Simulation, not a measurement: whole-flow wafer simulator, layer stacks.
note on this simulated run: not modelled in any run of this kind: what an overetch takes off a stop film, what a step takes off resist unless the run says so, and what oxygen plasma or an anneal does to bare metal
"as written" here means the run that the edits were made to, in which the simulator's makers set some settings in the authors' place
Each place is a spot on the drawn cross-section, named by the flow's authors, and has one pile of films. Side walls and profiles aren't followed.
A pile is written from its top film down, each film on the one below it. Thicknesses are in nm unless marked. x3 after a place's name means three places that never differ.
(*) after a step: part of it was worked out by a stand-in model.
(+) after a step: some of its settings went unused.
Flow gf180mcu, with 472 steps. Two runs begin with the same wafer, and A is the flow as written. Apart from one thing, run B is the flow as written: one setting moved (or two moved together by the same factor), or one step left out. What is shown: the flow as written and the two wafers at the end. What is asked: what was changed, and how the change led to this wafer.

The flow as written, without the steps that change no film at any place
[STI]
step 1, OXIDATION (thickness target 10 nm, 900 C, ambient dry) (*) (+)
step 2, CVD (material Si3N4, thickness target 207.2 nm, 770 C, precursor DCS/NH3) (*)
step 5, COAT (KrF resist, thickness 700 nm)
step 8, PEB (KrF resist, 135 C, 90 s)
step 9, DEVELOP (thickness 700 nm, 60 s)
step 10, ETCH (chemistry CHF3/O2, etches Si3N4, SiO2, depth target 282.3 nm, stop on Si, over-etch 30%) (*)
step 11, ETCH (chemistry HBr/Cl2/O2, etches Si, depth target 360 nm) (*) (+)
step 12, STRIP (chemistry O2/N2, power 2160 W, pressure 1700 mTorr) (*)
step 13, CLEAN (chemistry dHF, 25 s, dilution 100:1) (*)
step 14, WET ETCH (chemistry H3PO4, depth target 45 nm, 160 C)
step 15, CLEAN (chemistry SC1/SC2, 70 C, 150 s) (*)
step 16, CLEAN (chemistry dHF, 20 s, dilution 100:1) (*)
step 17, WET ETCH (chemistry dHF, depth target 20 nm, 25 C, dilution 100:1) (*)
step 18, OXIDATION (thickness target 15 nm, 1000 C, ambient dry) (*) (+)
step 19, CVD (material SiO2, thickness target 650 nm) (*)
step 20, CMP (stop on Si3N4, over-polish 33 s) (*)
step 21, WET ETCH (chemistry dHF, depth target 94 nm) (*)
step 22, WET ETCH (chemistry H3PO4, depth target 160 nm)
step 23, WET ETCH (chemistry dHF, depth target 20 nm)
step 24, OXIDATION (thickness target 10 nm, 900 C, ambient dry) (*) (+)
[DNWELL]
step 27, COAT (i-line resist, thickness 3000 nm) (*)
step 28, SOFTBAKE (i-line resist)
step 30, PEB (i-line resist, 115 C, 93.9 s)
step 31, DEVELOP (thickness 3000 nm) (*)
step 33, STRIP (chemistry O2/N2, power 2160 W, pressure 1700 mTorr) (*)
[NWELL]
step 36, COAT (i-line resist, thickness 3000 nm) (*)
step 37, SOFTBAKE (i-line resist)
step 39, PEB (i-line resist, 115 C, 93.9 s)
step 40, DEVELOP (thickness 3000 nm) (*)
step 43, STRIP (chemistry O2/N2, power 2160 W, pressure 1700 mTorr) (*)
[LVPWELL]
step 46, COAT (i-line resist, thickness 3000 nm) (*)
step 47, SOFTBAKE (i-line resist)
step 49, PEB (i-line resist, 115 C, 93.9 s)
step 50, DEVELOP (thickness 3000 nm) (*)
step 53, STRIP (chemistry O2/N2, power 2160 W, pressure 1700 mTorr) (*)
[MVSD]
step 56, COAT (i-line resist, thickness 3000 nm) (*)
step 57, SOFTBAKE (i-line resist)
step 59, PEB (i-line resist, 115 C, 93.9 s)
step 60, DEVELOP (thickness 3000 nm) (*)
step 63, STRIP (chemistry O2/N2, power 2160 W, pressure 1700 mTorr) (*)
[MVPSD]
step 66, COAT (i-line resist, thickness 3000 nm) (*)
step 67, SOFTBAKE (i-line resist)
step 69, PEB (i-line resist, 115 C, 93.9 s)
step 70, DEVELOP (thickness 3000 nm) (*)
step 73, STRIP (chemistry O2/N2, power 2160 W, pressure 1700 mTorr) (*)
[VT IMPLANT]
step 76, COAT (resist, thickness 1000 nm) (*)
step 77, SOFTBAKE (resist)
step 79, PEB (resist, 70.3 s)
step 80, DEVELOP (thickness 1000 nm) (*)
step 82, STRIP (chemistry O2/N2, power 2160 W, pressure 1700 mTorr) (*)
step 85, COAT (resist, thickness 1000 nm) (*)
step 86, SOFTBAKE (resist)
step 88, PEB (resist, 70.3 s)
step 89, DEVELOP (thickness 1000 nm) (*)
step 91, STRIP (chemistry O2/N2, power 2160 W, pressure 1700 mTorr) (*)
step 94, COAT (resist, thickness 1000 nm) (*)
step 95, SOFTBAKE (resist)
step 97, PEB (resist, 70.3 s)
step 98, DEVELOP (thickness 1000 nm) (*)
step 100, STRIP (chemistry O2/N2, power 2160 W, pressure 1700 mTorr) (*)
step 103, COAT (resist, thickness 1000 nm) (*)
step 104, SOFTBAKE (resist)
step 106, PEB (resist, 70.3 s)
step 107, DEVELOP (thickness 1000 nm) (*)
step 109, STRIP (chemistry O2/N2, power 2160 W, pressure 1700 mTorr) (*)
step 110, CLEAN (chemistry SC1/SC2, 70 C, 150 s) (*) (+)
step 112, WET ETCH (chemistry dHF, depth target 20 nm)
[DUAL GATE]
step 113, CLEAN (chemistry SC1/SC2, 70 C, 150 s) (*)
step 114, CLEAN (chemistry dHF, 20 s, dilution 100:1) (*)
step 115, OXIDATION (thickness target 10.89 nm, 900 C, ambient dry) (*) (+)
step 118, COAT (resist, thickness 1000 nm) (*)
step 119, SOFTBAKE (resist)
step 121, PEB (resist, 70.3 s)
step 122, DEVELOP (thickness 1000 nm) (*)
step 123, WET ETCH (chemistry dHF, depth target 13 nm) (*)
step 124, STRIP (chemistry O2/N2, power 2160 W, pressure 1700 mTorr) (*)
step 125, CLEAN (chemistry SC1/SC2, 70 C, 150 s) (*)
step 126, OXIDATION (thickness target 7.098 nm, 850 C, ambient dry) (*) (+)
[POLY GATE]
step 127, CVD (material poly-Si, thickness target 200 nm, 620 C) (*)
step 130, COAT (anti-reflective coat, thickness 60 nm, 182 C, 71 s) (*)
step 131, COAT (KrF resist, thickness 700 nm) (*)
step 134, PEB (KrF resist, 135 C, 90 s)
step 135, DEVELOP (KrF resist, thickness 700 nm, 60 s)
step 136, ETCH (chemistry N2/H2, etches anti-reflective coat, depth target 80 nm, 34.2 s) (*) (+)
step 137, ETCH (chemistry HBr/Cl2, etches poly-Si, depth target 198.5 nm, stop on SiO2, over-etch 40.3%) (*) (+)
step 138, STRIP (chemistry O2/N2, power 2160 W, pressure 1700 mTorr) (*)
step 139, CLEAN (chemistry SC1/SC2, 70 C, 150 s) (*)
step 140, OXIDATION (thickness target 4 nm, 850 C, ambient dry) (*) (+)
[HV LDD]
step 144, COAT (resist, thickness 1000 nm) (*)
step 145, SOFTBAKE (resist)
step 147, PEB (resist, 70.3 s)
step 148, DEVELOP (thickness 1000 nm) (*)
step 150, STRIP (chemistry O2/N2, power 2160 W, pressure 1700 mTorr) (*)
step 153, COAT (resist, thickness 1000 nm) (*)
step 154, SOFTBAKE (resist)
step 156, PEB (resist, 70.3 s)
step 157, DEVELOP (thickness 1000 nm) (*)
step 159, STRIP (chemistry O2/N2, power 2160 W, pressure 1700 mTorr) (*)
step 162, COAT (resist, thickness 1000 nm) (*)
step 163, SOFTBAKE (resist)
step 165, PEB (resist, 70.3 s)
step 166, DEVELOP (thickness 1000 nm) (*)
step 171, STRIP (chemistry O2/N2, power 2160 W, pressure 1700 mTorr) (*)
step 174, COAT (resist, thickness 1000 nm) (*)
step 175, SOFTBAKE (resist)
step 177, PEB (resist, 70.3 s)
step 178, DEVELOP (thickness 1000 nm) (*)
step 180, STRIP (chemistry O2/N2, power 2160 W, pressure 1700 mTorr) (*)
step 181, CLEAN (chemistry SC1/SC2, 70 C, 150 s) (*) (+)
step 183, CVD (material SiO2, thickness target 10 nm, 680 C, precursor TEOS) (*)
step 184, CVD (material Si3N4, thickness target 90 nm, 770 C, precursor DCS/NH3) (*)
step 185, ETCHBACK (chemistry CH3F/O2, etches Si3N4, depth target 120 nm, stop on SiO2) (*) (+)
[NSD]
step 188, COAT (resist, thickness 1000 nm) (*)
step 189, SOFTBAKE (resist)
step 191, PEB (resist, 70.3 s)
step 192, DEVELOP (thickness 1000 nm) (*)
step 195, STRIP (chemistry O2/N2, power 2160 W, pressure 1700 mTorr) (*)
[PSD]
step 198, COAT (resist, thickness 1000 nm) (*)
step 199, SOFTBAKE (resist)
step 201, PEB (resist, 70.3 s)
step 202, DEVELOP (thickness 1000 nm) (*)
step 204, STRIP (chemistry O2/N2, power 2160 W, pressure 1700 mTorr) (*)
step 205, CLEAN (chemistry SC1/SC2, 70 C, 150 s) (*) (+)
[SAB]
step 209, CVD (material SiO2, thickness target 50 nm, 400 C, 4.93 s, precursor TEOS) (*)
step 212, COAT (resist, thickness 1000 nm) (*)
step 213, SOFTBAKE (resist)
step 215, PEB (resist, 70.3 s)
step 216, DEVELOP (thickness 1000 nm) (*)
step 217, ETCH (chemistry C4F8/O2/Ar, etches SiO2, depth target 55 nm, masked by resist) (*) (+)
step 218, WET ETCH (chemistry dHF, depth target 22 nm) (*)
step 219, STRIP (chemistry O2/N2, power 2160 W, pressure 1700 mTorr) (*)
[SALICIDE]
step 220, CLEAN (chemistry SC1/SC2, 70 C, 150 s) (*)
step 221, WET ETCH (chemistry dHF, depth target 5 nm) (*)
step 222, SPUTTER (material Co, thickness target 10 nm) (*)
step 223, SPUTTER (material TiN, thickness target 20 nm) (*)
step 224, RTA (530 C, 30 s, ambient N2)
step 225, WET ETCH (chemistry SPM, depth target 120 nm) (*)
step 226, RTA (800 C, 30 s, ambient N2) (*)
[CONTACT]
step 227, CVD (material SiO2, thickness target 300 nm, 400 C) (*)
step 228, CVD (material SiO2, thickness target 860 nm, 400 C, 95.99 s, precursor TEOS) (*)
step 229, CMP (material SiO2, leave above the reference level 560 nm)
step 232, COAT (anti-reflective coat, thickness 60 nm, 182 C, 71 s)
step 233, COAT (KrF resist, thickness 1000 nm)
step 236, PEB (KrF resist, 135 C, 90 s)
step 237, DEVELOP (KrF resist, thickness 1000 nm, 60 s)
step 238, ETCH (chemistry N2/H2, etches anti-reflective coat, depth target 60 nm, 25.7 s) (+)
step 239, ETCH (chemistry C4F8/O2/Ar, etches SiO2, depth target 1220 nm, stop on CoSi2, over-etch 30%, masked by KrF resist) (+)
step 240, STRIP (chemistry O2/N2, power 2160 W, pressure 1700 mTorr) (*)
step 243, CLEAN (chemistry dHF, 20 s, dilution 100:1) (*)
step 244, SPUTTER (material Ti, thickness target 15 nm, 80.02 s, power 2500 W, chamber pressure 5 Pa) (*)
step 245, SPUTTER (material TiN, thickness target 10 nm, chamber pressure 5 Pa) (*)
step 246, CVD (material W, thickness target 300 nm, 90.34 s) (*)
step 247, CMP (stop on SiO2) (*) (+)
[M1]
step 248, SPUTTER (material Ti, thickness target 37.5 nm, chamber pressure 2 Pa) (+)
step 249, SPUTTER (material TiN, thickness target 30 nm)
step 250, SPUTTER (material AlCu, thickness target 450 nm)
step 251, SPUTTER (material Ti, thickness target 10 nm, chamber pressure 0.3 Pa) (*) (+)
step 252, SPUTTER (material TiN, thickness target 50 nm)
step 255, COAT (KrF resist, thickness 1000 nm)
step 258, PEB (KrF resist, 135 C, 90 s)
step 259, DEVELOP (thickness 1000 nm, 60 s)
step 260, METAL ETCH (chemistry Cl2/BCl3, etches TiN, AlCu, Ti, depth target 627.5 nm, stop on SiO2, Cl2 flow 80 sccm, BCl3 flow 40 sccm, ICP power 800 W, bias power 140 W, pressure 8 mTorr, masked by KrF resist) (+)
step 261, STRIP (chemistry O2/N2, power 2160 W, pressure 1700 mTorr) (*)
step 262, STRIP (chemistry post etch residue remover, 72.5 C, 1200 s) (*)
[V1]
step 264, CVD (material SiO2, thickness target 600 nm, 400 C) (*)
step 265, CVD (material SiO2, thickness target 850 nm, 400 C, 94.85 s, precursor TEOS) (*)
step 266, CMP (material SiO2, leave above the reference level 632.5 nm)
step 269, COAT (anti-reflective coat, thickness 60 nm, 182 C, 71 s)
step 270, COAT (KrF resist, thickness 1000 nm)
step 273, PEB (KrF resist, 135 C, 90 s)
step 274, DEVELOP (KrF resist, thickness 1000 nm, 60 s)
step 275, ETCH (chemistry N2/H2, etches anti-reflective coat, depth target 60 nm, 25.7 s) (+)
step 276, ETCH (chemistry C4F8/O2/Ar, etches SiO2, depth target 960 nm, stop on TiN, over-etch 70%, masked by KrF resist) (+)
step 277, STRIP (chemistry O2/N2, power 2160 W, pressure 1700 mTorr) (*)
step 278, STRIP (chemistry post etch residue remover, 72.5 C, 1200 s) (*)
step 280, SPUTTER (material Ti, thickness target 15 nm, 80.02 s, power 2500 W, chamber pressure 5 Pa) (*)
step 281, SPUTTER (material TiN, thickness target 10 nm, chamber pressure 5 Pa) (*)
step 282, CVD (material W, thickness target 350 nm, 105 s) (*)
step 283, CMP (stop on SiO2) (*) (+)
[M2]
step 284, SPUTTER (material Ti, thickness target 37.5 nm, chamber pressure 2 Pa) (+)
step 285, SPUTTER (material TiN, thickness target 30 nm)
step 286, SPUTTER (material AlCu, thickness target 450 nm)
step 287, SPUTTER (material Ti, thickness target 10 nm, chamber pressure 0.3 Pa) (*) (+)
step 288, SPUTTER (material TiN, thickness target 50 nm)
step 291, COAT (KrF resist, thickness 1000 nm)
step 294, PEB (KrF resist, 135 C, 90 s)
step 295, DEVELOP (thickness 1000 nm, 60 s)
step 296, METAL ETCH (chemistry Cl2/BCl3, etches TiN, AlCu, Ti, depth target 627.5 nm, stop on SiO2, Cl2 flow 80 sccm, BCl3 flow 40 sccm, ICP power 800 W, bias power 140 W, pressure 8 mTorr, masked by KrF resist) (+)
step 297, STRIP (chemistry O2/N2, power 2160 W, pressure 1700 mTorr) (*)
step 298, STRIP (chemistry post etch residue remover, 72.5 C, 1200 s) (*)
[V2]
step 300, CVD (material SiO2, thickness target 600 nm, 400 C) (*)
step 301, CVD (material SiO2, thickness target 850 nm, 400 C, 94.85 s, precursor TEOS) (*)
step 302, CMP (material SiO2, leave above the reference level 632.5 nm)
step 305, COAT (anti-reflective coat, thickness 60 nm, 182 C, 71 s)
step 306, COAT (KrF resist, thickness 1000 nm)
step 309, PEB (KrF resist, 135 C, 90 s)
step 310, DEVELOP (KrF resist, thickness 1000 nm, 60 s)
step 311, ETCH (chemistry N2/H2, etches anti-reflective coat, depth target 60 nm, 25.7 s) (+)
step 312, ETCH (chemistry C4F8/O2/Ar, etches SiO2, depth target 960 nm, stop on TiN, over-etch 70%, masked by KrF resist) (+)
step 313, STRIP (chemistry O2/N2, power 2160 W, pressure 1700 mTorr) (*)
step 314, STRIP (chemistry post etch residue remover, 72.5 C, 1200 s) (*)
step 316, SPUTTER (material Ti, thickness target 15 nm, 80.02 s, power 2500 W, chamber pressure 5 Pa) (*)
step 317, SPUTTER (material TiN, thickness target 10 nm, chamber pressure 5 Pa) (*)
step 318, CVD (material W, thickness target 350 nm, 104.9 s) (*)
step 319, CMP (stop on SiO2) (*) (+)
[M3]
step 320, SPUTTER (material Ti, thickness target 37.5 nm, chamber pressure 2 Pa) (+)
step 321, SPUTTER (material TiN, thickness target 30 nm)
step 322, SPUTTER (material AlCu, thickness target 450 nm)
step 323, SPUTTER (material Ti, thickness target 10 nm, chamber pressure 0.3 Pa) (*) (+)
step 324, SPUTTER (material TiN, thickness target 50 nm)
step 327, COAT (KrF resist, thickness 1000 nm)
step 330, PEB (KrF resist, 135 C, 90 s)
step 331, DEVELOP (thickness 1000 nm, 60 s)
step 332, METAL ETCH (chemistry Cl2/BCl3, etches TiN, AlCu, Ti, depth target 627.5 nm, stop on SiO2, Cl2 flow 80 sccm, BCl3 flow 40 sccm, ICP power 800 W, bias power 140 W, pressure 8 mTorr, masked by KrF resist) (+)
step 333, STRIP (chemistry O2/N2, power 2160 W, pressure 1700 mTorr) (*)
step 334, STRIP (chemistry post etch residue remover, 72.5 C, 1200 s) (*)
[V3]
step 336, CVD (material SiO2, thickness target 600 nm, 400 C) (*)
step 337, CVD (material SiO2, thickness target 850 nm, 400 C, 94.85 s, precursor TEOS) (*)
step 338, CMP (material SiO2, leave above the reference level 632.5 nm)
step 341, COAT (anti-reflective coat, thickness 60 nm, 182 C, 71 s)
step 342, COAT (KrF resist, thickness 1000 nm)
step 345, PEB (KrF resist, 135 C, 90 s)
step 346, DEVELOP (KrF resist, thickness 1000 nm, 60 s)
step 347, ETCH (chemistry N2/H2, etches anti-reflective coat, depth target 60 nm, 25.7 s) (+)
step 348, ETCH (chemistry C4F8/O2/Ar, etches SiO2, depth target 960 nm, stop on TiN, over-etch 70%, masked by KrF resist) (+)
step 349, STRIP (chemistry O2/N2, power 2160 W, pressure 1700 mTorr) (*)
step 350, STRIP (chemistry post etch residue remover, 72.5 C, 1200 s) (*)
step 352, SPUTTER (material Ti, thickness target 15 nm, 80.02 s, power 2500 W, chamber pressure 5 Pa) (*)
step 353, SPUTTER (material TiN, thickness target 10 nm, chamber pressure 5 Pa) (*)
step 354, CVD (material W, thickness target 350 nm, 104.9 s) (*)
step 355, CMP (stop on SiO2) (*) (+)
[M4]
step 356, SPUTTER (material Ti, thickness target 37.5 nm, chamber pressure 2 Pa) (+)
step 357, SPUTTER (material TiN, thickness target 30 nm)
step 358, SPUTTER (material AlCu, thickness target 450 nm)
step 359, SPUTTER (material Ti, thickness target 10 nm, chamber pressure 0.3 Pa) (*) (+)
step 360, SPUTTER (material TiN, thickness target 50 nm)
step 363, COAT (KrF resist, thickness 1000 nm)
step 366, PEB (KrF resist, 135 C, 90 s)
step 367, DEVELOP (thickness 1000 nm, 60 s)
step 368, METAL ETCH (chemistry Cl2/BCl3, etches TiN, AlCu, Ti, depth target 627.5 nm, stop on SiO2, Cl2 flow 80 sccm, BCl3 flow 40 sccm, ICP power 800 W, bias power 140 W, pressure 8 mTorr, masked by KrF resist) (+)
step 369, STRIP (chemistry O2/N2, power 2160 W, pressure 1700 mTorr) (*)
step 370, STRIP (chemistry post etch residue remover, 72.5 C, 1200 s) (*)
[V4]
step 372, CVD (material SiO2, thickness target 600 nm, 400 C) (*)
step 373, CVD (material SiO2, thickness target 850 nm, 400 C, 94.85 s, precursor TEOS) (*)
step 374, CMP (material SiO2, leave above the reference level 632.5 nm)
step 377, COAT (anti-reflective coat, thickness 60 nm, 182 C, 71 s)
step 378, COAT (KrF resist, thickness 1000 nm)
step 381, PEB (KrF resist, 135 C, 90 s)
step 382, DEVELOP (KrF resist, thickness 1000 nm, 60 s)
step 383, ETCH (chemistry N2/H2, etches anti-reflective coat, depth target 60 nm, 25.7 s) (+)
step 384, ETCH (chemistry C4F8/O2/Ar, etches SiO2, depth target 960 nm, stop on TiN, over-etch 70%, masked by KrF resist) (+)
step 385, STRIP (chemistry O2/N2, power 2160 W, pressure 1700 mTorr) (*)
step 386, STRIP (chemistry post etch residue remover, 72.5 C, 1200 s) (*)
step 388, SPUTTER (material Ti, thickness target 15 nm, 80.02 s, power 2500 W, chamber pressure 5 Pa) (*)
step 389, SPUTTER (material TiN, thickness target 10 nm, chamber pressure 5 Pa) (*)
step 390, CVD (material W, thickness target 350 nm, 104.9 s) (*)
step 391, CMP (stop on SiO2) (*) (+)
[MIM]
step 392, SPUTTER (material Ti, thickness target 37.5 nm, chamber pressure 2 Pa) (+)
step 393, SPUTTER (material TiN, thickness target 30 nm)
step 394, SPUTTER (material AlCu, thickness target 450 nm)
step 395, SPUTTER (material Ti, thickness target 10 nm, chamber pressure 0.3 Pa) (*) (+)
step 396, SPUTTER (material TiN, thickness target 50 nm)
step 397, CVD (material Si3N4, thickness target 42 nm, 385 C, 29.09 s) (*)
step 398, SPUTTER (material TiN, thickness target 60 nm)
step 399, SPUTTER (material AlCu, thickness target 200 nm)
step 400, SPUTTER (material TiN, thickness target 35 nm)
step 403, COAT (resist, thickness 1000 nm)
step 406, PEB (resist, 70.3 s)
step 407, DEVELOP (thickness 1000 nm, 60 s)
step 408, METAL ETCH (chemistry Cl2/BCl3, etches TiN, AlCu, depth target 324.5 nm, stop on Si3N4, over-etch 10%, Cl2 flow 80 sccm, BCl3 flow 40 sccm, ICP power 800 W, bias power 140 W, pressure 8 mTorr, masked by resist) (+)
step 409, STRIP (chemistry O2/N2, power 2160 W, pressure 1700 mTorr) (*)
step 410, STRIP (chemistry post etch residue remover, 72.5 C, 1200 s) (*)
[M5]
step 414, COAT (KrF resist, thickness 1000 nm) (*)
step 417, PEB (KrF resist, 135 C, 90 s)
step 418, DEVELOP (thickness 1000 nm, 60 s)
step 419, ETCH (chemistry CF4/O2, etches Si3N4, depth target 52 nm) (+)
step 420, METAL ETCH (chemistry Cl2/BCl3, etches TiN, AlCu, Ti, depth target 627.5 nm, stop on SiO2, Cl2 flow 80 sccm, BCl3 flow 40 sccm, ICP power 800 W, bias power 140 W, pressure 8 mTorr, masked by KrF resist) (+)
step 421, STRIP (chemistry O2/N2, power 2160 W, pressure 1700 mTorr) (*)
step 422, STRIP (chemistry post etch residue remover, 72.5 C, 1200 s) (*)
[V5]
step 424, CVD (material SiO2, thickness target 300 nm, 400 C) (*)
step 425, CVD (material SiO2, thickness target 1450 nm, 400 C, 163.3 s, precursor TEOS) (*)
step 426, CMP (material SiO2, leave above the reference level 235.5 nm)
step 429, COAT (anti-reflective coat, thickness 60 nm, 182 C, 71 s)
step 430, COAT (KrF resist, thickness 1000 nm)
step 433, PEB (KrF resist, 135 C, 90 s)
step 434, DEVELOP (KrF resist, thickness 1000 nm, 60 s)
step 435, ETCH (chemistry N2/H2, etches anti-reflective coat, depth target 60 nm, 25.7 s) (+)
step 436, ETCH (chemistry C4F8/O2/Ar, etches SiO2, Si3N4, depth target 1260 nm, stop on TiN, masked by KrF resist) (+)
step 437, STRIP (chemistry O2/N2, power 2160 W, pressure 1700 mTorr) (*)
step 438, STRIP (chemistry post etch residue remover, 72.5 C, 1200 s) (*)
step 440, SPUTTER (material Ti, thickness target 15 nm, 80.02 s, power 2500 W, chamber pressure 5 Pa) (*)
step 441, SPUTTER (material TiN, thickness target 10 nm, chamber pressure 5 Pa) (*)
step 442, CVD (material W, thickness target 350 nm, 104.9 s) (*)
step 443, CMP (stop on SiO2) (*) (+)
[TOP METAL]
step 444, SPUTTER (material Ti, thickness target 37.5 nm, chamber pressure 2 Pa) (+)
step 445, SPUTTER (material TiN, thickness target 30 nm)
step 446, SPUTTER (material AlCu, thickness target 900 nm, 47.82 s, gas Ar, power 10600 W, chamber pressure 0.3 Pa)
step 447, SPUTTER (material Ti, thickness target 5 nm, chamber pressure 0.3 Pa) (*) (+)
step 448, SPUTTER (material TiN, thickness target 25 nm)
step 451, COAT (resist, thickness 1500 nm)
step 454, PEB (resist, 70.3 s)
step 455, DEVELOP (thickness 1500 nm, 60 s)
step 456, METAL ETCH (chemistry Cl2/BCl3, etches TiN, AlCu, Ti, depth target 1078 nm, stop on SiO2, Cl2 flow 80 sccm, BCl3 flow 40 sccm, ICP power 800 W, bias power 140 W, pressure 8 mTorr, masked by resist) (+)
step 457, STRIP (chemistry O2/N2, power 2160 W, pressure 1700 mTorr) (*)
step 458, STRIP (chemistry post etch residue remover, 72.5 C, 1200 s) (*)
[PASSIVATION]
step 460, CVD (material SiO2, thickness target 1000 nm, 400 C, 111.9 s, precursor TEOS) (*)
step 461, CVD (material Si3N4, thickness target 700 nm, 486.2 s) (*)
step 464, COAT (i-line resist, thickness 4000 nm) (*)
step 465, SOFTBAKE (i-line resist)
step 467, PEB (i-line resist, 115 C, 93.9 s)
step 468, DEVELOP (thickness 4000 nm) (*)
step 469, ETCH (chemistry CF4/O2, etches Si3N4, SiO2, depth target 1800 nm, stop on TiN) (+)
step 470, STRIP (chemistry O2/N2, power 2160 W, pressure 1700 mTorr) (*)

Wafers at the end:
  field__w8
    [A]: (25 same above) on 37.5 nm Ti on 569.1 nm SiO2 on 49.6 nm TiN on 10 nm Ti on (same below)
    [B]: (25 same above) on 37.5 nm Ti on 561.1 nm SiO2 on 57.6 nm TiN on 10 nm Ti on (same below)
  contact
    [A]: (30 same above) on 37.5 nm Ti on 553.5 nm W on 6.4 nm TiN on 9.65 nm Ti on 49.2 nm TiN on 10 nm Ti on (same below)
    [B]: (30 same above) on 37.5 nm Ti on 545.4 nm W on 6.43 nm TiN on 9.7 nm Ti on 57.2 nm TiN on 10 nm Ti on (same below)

Cause: step 288, SPUTTER: thickness target 58 nm was run, whereas the flow has thickness target 50 nm.

How this came from the change, step by step:
  step 288, SPUTTER (material TiN, thickness target 50 nm)
      field, field__w1, field__w2 and 108 more: A TiN gains 50 (new film) | B TiN gains 58 (new film)
  step 296, METAL ETCH (chemistry Cl2/BCl3, etches TiN, AlCu, Ti, depth target 627.5 nm, stop on SiO2, Cl2 flow 80 sccm, BCl3 flow 40 sccm, ICP power 800 W, bias power 140 W, pressure 8 mTorr, masked by KrF resist) (+)
      field, field__w1, field__w2 and 103 more: A TiN loses 50 (all of it), Ti loses 10 (all of it), AlCu loses 450 (all of it), TiN loses 30 (all of it), Ti loses 37.5 (all of it) | B TiN loses 58 (all of it), Ti loses 10 (all of it), AlCu loses 450 (all of it), TiN loses 30 (all of it), Ti loses 37.5 (all of it)
